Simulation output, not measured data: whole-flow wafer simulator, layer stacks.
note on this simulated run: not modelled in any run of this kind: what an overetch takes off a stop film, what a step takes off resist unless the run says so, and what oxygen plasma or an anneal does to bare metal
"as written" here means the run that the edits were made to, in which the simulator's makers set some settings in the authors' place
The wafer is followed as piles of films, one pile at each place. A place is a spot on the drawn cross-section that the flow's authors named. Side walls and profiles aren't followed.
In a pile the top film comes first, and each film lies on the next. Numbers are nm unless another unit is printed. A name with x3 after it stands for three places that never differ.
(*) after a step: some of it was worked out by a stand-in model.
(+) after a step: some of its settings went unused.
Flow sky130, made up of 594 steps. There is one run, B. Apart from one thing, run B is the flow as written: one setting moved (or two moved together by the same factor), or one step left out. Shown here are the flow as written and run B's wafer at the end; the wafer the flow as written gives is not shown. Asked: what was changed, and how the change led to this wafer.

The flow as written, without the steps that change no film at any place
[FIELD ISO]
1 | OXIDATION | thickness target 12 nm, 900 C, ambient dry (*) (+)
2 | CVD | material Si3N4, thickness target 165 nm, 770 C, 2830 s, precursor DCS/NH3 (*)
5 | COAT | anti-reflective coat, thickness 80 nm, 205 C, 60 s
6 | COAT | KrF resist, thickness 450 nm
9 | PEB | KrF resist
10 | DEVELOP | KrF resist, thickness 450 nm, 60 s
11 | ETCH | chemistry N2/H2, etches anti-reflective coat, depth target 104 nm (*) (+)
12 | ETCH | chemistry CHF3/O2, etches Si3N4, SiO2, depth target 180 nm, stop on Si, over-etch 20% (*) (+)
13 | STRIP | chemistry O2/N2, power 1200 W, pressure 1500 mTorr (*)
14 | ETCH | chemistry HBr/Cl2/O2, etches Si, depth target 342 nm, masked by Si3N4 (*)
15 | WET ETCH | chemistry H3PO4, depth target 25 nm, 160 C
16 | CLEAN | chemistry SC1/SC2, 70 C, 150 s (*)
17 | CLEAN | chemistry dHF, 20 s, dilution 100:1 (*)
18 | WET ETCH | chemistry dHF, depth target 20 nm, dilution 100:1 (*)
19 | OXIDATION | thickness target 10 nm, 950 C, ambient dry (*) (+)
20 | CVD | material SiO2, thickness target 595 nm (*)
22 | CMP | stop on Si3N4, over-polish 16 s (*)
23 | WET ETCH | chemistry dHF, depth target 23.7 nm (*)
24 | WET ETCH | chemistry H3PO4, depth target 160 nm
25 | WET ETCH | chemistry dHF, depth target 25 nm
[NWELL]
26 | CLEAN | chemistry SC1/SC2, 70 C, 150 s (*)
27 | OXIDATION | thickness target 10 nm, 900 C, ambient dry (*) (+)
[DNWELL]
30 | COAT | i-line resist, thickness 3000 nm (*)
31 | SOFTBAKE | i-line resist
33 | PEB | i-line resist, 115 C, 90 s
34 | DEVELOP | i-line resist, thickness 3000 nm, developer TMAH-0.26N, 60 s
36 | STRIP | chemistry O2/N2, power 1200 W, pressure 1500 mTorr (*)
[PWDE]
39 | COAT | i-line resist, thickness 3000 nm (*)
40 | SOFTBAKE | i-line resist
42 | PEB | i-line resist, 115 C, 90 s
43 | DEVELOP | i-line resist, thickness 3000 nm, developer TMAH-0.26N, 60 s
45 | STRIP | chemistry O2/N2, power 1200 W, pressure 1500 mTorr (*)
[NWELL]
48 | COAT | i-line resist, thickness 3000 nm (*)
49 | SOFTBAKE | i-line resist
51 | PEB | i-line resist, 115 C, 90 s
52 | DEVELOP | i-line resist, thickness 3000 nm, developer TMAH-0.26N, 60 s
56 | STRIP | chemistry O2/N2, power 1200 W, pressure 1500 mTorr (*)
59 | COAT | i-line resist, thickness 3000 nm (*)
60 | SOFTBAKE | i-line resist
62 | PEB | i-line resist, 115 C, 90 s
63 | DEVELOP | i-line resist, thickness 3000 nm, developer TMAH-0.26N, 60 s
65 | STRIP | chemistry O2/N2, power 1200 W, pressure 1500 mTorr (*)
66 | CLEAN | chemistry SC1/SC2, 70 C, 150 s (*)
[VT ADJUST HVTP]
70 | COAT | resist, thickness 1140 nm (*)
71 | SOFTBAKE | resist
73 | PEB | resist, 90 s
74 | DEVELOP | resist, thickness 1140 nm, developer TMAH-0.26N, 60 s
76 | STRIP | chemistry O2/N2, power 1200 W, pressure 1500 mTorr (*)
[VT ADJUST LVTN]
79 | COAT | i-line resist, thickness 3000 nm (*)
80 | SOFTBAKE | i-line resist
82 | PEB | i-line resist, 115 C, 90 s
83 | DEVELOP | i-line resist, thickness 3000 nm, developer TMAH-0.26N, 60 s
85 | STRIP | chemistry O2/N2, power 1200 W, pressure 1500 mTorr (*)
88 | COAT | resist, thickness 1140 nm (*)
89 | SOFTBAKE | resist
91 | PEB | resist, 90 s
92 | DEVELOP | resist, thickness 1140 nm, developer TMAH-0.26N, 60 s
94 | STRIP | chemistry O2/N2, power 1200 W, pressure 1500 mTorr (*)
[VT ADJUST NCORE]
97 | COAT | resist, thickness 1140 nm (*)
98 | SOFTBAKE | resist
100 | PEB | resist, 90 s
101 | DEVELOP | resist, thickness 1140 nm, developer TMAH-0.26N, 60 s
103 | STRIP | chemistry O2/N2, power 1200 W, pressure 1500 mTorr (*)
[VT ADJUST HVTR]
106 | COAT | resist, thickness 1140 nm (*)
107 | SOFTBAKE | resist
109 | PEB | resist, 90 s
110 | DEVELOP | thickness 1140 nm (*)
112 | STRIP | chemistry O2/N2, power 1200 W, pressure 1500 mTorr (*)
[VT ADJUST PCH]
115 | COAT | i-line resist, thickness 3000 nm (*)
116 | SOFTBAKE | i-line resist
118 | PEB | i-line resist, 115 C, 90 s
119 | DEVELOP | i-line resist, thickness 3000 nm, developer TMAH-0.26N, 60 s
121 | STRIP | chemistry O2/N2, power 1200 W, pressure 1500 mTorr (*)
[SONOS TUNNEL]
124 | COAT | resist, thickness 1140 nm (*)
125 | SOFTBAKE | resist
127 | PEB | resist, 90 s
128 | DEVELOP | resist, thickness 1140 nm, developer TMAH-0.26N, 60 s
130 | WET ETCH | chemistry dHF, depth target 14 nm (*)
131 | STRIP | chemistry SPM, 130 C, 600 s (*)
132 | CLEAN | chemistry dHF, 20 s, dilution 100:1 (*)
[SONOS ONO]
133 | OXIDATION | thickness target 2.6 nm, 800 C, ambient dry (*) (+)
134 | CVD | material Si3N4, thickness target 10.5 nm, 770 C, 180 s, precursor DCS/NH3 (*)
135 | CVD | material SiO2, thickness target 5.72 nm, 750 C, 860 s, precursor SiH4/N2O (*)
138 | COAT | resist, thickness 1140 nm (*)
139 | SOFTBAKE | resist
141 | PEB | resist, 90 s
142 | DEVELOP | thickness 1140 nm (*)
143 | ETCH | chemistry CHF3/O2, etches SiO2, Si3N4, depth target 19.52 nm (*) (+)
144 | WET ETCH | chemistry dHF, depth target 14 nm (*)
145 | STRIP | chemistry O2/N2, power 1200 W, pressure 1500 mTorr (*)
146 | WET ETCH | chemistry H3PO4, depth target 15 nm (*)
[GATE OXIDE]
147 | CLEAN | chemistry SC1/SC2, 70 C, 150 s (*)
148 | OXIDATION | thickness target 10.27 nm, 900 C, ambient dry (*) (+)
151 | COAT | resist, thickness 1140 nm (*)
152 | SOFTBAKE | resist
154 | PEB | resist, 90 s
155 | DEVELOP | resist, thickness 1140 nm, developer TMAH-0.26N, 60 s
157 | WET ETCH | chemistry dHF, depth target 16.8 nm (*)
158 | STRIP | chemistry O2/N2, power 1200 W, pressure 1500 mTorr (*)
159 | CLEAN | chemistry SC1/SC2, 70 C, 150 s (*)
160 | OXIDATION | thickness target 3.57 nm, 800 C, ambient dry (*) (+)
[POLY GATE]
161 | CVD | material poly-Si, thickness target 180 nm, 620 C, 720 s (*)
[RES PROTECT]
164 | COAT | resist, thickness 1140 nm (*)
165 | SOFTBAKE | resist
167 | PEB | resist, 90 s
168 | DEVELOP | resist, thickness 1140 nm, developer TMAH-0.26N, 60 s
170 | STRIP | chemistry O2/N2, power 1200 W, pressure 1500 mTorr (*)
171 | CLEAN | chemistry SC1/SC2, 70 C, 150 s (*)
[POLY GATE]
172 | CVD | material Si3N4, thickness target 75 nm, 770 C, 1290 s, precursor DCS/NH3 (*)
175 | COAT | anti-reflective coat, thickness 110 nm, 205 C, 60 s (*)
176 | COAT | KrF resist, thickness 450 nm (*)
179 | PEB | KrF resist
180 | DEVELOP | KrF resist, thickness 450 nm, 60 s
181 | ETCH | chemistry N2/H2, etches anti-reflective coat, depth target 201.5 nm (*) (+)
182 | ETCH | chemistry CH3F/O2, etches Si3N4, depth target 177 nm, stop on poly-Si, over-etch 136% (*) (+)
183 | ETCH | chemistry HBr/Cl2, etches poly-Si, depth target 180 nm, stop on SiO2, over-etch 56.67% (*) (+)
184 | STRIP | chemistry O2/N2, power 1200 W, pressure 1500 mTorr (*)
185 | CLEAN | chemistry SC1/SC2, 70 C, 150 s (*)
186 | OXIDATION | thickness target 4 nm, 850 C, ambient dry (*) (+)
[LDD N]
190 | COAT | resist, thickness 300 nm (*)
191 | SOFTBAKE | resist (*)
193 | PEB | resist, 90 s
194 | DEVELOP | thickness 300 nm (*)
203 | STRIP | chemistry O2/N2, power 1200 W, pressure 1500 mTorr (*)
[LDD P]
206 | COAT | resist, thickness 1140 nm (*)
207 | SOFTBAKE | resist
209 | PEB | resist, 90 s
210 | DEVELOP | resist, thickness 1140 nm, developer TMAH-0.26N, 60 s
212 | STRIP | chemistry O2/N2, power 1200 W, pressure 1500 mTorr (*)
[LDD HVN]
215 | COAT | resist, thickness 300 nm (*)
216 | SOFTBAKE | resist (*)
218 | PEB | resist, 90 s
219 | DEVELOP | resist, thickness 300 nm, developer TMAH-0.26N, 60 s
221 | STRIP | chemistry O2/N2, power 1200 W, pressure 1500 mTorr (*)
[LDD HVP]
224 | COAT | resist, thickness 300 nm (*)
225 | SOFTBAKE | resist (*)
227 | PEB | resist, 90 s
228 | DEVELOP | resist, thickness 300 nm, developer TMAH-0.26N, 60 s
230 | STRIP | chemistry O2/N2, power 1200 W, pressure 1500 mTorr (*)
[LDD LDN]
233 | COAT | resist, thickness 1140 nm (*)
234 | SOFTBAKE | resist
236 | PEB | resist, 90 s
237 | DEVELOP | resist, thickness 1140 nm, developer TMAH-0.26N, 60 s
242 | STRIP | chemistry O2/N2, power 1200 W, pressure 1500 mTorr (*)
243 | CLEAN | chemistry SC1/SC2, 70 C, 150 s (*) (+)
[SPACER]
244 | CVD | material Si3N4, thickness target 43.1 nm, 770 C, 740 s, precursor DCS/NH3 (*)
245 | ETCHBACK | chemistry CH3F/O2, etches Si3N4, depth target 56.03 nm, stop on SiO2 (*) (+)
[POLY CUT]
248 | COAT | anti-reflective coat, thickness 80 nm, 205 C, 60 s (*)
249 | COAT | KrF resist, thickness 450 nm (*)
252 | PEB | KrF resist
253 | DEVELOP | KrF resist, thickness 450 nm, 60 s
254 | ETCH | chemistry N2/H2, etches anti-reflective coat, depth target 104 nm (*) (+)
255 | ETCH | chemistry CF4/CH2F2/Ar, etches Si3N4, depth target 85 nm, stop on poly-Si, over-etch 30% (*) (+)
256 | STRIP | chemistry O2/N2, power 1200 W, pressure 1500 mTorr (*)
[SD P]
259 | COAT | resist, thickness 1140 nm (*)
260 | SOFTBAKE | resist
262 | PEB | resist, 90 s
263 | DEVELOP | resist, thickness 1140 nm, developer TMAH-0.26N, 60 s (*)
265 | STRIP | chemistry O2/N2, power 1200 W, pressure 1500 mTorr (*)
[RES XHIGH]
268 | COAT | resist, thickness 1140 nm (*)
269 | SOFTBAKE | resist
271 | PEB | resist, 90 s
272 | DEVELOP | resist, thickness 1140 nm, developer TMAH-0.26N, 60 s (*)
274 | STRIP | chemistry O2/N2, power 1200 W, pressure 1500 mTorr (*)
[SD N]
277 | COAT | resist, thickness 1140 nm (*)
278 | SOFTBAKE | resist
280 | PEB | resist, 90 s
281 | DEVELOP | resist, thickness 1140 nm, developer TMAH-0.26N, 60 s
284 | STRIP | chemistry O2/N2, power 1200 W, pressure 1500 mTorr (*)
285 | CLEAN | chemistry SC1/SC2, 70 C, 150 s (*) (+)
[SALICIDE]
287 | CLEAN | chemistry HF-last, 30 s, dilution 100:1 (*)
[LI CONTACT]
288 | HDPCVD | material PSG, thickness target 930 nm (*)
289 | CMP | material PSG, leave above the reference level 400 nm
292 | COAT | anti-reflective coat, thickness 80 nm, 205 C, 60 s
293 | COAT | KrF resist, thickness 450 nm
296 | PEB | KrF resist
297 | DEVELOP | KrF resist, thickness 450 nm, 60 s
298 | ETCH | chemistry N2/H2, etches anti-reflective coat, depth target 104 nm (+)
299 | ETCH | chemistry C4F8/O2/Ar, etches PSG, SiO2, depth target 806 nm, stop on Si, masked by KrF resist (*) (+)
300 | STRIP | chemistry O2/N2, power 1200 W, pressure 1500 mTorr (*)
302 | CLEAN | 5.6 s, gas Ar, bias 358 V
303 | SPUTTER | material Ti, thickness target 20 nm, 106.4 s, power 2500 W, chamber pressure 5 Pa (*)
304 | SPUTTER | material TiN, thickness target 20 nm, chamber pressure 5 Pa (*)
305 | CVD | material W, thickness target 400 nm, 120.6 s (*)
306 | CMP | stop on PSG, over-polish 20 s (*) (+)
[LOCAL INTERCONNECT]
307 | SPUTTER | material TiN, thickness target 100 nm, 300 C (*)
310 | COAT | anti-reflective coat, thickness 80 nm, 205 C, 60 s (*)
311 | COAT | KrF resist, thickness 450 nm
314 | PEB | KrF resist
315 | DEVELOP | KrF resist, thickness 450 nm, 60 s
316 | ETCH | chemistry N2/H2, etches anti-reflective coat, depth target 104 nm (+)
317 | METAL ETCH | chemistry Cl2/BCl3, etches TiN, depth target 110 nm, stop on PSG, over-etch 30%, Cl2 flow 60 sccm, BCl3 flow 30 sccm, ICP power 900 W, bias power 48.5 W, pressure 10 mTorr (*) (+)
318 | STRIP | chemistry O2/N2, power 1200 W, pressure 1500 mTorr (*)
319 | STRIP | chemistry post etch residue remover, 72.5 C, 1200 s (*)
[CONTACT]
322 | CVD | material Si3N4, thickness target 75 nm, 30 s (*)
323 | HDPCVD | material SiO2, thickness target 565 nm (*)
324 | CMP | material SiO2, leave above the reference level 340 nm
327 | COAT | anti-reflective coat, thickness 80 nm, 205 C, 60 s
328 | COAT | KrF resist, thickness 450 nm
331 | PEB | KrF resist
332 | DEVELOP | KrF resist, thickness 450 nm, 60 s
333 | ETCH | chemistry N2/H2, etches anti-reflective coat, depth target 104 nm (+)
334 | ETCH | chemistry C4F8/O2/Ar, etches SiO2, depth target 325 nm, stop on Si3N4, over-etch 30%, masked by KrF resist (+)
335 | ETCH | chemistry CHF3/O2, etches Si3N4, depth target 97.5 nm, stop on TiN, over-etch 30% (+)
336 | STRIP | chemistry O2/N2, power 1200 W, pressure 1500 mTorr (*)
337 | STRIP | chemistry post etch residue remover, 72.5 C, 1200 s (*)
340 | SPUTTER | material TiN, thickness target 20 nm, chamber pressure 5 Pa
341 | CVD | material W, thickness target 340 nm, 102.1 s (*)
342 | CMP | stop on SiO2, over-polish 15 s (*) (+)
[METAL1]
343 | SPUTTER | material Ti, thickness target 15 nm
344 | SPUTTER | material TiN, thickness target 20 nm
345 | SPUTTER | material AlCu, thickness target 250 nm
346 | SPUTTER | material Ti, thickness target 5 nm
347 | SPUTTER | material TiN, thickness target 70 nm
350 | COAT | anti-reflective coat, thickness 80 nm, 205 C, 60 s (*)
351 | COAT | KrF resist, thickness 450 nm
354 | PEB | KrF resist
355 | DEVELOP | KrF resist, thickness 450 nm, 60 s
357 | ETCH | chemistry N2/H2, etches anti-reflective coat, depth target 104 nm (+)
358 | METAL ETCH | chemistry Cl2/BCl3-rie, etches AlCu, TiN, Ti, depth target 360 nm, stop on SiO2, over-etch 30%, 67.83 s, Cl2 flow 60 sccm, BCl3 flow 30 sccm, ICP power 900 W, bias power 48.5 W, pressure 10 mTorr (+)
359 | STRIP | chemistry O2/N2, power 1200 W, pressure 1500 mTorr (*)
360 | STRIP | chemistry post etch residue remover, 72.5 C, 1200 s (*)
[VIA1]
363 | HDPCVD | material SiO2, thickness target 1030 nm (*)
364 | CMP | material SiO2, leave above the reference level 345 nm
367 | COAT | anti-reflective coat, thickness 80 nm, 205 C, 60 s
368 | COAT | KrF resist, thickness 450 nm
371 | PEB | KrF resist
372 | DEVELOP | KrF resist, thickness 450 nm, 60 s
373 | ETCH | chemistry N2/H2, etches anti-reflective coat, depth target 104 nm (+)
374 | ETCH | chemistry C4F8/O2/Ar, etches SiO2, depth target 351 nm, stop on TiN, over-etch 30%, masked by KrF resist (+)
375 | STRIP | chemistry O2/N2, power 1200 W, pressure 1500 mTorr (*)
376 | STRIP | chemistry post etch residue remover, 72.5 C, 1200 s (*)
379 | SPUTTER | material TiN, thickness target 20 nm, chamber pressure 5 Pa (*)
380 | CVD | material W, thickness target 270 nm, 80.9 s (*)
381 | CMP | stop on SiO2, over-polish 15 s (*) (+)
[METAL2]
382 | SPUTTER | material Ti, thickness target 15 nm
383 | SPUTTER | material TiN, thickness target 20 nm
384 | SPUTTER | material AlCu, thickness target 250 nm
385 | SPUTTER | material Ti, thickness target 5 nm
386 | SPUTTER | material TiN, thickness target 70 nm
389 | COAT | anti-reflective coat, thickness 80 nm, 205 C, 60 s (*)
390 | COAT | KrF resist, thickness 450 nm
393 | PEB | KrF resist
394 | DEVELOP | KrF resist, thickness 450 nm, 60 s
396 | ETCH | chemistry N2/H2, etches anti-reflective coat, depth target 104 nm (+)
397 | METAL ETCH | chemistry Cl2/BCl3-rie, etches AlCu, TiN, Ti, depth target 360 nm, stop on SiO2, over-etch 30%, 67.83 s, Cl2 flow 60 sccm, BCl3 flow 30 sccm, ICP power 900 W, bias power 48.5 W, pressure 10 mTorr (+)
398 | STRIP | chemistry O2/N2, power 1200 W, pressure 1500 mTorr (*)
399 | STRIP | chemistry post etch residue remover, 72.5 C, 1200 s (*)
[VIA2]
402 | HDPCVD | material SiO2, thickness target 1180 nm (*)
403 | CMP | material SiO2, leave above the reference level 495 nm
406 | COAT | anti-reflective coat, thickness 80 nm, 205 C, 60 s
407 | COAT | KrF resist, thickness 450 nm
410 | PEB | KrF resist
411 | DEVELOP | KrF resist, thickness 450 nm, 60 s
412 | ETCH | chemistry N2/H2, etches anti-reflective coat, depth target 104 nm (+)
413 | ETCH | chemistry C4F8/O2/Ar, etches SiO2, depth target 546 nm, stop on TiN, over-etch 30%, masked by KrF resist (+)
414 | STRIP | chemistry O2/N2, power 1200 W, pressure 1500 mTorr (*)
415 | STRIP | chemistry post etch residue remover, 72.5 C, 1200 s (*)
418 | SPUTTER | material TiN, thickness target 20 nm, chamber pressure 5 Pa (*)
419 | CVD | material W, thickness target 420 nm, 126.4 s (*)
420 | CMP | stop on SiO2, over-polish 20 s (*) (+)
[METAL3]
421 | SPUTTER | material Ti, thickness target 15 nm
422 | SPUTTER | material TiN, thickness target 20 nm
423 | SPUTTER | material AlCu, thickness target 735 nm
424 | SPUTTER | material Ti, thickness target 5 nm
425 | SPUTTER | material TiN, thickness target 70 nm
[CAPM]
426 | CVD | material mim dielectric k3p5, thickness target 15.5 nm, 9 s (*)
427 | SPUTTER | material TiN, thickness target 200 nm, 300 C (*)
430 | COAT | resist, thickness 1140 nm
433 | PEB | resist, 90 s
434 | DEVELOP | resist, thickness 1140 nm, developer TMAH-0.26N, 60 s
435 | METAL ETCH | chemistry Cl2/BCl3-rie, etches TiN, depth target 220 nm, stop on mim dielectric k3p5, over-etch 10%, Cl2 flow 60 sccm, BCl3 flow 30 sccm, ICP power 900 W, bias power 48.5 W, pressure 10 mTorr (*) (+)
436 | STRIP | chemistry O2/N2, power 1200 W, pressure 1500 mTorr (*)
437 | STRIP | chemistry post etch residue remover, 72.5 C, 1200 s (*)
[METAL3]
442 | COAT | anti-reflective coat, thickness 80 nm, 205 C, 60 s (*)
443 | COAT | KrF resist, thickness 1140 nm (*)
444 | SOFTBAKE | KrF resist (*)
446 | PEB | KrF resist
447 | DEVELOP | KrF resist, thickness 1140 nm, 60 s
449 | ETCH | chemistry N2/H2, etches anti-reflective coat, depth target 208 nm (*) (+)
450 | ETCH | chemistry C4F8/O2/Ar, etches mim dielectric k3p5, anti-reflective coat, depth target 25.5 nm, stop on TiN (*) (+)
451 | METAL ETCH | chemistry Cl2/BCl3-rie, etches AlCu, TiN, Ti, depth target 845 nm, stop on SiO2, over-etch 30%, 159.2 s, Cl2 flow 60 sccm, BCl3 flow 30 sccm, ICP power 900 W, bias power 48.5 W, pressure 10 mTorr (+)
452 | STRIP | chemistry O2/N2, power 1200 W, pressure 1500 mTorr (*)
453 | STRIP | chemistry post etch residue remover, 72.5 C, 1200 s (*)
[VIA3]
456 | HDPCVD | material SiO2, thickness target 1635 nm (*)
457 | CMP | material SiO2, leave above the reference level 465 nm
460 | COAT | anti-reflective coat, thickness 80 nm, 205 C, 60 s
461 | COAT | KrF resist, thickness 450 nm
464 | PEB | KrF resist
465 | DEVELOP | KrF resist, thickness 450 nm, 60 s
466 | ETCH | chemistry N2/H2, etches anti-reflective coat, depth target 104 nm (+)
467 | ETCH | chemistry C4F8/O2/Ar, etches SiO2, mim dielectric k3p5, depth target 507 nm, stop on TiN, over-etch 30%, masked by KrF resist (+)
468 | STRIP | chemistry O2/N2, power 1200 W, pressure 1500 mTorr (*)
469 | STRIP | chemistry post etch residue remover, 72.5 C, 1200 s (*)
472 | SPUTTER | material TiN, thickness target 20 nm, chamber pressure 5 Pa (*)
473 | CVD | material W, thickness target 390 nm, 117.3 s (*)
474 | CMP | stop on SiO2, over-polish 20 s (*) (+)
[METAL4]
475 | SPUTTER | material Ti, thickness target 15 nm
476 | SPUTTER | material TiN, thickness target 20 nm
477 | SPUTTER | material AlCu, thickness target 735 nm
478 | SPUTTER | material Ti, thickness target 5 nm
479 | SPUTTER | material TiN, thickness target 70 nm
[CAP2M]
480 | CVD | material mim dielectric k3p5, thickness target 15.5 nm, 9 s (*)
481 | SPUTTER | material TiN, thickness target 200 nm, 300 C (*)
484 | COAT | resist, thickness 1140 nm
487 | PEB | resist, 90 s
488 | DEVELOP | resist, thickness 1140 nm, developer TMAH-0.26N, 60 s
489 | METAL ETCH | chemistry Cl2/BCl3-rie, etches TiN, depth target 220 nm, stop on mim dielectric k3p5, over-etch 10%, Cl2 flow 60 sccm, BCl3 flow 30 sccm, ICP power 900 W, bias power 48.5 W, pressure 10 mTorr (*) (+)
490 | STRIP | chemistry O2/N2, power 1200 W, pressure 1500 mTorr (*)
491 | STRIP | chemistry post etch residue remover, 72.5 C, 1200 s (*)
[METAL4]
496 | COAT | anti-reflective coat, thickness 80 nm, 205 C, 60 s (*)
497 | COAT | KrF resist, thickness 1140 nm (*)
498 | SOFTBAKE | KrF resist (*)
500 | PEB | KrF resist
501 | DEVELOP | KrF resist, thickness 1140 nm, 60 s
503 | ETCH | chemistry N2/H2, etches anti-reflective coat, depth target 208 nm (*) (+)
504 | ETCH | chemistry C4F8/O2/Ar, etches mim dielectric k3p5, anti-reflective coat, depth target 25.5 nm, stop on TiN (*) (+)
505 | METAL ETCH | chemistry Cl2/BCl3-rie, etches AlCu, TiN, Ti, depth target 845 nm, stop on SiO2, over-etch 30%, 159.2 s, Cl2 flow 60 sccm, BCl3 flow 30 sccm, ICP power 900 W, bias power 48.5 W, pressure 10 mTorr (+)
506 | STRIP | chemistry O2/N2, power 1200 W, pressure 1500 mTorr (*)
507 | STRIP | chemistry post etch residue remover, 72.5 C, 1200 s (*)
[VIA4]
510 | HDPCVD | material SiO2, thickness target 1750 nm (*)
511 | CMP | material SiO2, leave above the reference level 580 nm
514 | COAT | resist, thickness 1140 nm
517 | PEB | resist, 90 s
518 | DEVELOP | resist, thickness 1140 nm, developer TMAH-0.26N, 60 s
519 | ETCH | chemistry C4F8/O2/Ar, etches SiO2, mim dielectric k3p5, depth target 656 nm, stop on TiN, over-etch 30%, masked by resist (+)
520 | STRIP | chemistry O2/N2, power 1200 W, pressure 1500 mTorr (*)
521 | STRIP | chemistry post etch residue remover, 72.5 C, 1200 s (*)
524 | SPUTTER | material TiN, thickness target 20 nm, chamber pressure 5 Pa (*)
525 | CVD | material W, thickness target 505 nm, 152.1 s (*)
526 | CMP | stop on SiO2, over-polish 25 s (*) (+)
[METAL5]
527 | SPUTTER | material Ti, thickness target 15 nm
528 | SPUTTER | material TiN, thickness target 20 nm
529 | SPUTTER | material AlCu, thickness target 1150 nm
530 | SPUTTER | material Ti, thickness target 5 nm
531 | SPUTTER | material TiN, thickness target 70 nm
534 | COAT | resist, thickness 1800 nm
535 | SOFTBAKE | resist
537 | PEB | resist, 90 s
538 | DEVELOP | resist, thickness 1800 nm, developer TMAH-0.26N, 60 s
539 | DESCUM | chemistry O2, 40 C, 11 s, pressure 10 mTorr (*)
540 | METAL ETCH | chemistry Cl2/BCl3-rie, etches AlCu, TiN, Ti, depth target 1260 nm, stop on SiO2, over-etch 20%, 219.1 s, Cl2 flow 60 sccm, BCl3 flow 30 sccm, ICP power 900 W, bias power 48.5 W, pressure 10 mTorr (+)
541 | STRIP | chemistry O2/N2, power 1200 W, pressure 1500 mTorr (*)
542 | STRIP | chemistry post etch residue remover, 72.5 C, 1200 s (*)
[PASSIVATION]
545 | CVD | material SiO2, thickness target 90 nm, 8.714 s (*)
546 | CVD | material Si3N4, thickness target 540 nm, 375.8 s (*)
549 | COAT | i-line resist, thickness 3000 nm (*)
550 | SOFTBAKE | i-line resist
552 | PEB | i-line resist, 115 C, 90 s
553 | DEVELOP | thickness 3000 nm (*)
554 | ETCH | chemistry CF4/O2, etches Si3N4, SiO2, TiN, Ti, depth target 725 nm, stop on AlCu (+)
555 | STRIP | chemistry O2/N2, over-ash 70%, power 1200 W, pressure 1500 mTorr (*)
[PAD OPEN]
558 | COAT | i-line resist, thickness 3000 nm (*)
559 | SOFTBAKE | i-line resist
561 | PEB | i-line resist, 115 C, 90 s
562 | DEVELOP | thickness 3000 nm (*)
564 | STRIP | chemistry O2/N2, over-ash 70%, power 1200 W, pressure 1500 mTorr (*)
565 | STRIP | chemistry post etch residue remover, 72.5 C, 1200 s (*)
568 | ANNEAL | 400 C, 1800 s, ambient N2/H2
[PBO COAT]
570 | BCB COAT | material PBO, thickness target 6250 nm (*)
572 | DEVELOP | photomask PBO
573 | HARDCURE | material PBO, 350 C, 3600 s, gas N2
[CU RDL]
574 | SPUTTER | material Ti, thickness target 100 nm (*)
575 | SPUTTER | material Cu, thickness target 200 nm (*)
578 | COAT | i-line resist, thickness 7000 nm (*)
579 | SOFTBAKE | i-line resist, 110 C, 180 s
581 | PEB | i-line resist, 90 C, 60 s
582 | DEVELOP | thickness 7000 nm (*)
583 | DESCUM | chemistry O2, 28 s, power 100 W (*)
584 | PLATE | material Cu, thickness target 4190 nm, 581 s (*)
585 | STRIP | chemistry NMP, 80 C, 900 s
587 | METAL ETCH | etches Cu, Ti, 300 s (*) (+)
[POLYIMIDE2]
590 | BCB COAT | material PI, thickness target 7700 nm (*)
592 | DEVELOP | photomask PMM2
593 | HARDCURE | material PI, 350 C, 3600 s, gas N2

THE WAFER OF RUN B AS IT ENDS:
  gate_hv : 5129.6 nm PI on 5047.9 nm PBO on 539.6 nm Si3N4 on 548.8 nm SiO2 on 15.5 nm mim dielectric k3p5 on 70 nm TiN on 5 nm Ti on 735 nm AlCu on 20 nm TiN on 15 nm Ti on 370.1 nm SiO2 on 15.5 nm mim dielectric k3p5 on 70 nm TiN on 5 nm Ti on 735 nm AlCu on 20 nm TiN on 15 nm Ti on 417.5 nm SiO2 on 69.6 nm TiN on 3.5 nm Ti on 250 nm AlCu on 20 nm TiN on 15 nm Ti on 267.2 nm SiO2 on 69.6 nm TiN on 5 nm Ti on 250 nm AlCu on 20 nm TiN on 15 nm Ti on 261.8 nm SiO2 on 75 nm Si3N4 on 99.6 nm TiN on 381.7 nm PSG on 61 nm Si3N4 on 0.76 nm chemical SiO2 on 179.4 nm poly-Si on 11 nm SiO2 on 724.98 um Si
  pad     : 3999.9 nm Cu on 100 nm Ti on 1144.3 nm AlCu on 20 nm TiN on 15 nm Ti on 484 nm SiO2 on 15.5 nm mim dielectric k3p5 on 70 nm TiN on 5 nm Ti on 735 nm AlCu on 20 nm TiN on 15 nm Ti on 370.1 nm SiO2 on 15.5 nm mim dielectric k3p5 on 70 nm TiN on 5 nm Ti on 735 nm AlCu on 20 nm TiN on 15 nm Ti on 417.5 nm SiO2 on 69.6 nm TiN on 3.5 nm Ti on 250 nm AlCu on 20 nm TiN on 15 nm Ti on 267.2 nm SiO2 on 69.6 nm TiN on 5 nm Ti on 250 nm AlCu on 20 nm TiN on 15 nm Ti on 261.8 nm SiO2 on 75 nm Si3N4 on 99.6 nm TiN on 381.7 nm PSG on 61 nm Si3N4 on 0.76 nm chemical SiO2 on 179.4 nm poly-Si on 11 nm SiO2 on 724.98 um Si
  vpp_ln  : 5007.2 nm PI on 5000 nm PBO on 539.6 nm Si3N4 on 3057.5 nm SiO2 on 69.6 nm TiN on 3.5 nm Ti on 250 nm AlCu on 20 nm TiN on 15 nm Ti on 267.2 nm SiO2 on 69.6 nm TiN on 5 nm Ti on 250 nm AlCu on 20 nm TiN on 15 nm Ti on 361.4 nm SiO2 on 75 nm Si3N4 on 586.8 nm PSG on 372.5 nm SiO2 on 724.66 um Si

Cause: step 385, SPUTTER: thickness target 3.5 nm was run, though the flow has thickness target 5 nm.
The wafer lets one read it off: gate_hv has Ti 3.5, and step 385 as written asks for 5 nm.

The path from the change to this, step by step:
  385 | SPUTTER | material Ti, thickness target 5 nm
      field, active, n_well and 188 more: Ti gains 3.5 (new film) (in the flow as written it would be: Ti gains 5 (new film))
  397 | METAL ETCH | chemistry Cl2/BCl3-rie, etches AlCu, TiN, Ti, depth target 360 nm, stop on SiO2, over-etch 30%, 67.83 s, Cl2 flow 60 sccm, BCl3 flow 30 sccm, ICP power 900 W, bias power 48.5 W, pressure 10 mTorr (+)
      field, active, gate and 82 more: TiN loses 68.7 (all of it), Ti loses 3.5 (all of it), AlCu loses 250 (all of it), TiN loses 20 (all of it), Ti loses 15 (all of it), SiO2 loses 11.1 (in the flow as written it would be: TiN loses 68.7 (all of it), Ti loses 5 (all of it), AlCu loses 250 (all of it), TiN loses 20 (all of it), Ti loses 15 (all of it), SiO2 loses 10.9)
